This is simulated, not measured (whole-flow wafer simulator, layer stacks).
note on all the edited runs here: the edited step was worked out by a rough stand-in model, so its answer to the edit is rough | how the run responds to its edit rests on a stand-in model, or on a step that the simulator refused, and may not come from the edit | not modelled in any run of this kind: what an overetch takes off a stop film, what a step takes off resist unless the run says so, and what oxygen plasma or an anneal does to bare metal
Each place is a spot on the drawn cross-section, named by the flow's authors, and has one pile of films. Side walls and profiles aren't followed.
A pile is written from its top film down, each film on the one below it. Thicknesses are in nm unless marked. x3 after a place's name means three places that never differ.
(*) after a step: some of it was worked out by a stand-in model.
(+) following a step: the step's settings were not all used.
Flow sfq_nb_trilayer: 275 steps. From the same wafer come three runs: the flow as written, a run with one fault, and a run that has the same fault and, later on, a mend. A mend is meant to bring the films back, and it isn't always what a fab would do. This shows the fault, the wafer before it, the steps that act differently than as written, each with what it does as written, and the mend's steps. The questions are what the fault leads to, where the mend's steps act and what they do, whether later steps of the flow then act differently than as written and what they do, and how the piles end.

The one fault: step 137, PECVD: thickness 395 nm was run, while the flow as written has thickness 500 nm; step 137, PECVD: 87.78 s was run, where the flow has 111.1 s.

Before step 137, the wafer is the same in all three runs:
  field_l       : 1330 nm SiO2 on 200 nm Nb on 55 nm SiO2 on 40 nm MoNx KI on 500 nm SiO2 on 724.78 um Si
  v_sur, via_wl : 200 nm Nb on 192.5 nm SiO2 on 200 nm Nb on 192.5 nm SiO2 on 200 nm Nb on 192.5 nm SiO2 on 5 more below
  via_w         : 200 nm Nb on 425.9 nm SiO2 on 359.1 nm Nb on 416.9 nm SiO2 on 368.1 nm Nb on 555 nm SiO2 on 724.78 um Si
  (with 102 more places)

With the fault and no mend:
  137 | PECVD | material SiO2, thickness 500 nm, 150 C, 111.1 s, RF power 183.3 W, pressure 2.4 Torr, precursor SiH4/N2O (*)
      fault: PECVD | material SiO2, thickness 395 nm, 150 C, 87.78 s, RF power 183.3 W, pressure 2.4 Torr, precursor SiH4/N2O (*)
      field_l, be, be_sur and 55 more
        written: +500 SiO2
        fault: +395 SiO2
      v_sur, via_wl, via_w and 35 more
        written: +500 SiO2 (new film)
        fault: +395 SiO2 (new film)
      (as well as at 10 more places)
  Steps further on in the flow that do not act as written (24 other steps are not shown; they differ only slightly, by no more than 2% or 0.5 nm, whichever is larger):
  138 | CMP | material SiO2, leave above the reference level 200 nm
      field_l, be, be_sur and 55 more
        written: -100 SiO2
        fault: nothing
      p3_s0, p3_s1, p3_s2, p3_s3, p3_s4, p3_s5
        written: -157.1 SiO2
        fault: nothing
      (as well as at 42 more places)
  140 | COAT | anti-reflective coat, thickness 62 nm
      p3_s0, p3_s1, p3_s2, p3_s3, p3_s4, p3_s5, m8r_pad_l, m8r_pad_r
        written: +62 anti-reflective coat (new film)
        fault: +63.4 anti-reflective coat (new film)
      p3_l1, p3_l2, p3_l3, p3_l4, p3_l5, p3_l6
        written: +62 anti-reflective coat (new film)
        fault: +60.6 anti-reflective coat (new film)
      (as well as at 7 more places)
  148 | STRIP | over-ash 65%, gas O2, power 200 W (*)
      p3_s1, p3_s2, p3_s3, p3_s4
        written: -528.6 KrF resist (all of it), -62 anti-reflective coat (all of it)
        fault: -529.8 KrF resist (all of it), -63.4 anti-reflective coat (all of it)
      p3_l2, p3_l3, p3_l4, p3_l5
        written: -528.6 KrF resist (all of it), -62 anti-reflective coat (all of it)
        fault: -527.6 KrF resist (all of it), -60.6 anti-reflective coat (all of it)
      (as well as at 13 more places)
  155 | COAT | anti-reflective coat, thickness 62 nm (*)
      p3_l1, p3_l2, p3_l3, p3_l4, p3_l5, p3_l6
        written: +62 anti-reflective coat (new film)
        fault: +60.4 anti-reflective coat (new film)
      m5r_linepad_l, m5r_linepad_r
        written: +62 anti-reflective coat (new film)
        fault: +63.8 anti-reflective coat (new film)
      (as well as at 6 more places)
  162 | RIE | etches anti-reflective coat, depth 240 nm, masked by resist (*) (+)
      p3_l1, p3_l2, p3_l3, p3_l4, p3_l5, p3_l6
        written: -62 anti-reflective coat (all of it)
        fault: -60.4 anti-reflective coat (all of it)
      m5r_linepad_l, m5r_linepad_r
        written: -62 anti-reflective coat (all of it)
        fault: -63.8 anti-reflective coat (all of it)
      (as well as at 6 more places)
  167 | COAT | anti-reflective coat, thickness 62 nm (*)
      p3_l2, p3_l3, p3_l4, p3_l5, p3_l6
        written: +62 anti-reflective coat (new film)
        fault: +60.3 anti-reflective coat (new film)
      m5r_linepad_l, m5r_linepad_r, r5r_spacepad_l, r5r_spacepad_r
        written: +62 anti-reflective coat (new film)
        fault: +63.8 anti-reflective coat (new film)
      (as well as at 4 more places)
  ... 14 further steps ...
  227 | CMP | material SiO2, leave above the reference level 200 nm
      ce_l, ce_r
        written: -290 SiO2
        fault: -300 SiO2
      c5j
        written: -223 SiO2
        fault: -233 SiO2
  At be_sur, jj_sur, ce_l and 9 more, the piles at the end differ from the flow's by more than 2% or 0.5 nm, whichever is larger.
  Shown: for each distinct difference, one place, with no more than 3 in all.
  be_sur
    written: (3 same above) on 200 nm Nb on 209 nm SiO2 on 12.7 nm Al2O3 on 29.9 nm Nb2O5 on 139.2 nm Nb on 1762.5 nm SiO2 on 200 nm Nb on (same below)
    fault: (3 same above) on 200 nm Nb on 214 nm SiO2 on 12.7 nm Al2O3 on 29.9 nm Nb2O5 on 139.2 nm Nb on 1757.5 nm SiO2 on 200 nm Nb on (same below)
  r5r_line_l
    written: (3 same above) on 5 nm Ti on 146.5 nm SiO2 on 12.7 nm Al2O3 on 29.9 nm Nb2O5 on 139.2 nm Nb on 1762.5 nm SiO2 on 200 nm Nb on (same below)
    fault: (3 same above) on 5 nm Ti on 151.5 nm SiO2 on 12.7 nm Al2O3 on 29.9 nm Nb2O5 on 139.2 nm Nb on 1757.5 nm SiO2 on 200 nm Nb on (same below)
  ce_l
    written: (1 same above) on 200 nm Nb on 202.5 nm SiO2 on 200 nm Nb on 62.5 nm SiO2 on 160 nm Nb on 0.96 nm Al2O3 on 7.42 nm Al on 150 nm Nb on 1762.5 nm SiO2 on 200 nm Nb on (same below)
    fault: (1 same above) on 200 nm Nb on 192.5 nm SiO2 on 200 nm Nb on 67.5 nm SiO2 on 170 nm Nb on 0.96 nm Al2O3 on 7.42 nm Al on 150 nm Nb on 1757.5 nm SiO2 on 200 nm Nb on (same below)

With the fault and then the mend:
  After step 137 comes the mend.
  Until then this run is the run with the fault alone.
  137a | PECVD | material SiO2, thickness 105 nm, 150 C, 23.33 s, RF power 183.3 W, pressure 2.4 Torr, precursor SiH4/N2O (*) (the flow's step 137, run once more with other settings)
      field_l, v_sur, via_wl and 99 more
        +105 SiO2
      lsp_r, l0_sur, l0v
        +103.4 SiO2
      via_v
        +100.7 SiO2
  Steps further on in the flow that do not act as written:
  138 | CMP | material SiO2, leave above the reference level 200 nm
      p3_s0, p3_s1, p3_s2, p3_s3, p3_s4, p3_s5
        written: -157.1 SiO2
        mend: -100 SiO2
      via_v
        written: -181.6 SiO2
        mend: -140.2 SiO2
  At every place that both follow, the piles at the end match the flow's.
